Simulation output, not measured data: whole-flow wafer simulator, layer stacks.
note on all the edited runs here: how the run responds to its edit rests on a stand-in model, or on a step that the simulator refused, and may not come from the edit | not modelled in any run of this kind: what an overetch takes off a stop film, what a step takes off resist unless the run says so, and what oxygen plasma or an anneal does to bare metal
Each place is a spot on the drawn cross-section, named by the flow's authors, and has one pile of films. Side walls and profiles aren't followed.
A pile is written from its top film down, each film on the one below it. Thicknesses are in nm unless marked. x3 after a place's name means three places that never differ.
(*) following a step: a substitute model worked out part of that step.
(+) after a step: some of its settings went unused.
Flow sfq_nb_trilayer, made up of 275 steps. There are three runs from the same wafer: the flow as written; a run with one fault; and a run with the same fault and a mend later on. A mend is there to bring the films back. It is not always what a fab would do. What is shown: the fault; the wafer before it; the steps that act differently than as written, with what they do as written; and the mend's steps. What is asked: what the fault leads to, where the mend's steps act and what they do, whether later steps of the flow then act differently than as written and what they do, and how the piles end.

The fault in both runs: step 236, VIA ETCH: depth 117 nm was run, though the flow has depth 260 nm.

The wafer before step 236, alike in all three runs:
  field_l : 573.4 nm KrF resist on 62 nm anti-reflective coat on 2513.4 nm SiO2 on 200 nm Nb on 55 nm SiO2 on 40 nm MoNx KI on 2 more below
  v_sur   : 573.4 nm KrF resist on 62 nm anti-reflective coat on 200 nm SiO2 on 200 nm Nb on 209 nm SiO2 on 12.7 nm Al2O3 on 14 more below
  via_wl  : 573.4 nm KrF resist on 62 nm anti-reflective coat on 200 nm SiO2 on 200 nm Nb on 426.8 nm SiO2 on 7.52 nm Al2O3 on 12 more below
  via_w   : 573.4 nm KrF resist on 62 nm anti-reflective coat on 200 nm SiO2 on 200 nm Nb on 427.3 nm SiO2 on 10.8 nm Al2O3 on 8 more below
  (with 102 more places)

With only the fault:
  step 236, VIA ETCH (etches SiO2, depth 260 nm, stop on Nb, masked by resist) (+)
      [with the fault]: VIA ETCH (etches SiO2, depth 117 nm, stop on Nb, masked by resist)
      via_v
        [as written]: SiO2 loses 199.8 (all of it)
        [with the fault]: SiO2 loses 117
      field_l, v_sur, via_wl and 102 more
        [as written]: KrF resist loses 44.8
        [with the fault]: KrF resist loses 20.2
  Later steps of the flow acting differently than as written (3 more steps, not shown, differ only slightly: by at most 2% or 0.5 nm, whichever is larger):
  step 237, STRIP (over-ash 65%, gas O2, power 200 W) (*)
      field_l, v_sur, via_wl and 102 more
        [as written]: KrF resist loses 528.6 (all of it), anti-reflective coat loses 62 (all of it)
        [with the fault]: KrF resist loses 553.3 (all of it), anti-reflective coat loses 62 (all of it)
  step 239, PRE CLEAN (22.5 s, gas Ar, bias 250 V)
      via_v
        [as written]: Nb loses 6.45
        [with the fault]: SiO2 loses 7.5
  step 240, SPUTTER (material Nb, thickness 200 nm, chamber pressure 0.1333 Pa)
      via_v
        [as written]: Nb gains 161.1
        [with the fault]: Nb gains 181.2 (new film)
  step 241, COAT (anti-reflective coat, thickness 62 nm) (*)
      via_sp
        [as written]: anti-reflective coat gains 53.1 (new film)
        [with the fault]: anti-reflective coat gains 54.7 (new film)
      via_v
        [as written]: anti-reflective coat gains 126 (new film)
        [with the fault]: anti-reflective coat gains 106.8 (new film)
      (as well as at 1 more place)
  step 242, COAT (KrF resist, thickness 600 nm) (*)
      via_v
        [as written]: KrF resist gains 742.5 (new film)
        [with the fault]: KrF resist gains 673.6 (new film)
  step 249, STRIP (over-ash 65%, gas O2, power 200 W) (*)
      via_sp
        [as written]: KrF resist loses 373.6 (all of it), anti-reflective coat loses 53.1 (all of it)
        [with the fault]: KrF resist loses 379.3 (all of it), anti-reflective coat loses 54.7 (all of it)
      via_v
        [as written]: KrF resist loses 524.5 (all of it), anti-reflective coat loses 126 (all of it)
        [with the fault]: KrF resist loses 455.8 (all of it), anti-reflective coat loses 106.8 (all of it)
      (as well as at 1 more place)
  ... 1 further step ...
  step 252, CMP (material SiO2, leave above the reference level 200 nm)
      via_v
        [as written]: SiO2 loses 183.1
        [with the fault]: SiO2 loses 164
  By the end, the piles at via_v depart from the flow's by more than 2% or 0.5 nm, whichever is larger.
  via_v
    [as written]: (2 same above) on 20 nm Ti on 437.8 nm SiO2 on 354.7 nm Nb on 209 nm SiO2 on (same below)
    [with the fault]: (2 same above) on 20 nm Ti on 336 nm SiO2 on 181.2 nm Nb on 75.3 nm SiO2 on 200 nm Nb on 209 nm SiO2 on (same below)

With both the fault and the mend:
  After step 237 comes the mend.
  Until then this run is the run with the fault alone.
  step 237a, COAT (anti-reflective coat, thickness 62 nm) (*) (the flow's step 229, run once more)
      p4_fl x3, p4_w1 x9, p4_g1 x2 and 63 more
        anti-reflective coat gains 62 (new film)
      ce_r, sp_r, be_r and 12 more
        anti-reflective coat gains 61.9 (new film)
      field_l, v_sur, gap, jj_sur, ce_l, c5j
        anti-reflective coat gains 61.8 (new film)
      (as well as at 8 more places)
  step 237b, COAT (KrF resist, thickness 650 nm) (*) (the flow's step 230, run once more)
      p4_fl x3, p4_w1 x9, p4_g1 x2 and 63 more
        KrF resist gains 650 (new film)
      moat, field_r, lsp_l, ln_m5, lsp_m, ln_m6, l0v
        KrF resist gains 649.7 (new film)
      be_r, r_sur
        KrF resist gains 649.5 (new film)
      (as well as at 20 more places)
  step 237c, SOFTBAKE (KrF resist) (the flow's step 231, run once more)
      leaves every film unchanged at each place that is followed
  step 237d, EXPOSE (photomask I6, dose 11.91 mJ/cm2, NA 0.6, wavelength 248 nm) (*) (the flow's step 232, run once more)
      leaves every film unchanged at each place that is followed
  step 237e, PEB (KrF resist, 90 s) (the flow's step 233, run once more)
      via_sp, wire, ce_l and 93 more
        KrF resist loses 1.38
      field_l, v_sur, via_wl, via_w, be, be_sur, gap, jj_sur
        KrF resist loses 1.37
      via_wr
        KrF resist loses 1.36
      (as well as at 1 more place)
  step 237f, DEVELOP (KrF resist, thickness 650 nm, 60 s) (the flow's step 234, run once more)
      field_l, v_sur, via_wl and 102 more
        KrF resist loses 23.5
      via_v
        KrF resist loses 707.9 (all of it)
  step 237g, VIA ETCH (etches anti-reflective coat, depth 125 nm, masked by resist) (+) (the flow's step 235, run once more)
      field_l, v_sur, via_wl and 102 more
        KrF resist loses 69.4
      via_v
        anti-reflective coat loses 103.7 (all of it), SiO2 loses 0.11
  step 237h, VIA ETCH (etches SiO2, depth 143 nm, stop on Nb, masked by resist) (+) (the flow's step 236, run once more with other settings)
      field_l, v_sur, via_wl and 102 more
        KrF resist loses 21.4
      via_v
        SiO2 loses 82.7 (all of it)
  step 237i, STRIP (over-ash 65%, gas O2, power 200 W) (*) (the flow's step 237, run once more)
      p4_fl x3, p4_w1 x9, p4_g1 x2 and 63 more
        KrF resist loses 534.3 (all of it), anti-reflective coat loses 62 (all of it)
      lsp_l, ln_m5, lsp_m, ln_m6, lsp_r, l0_sur, l0v
        KrF resist loses 534 (all of it), anti-reflective coat loses 61.9 (all of it)
      res, r_end, moat, field_r
        KrF resist loses 533.9 (all of it), anti-reflective coat loses 61.9 (all of it)
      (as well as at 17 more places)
  Every later step of the flow that is run acts as written at every place that is followed.
  At every place that both follow, the piles at the end match the flow's.
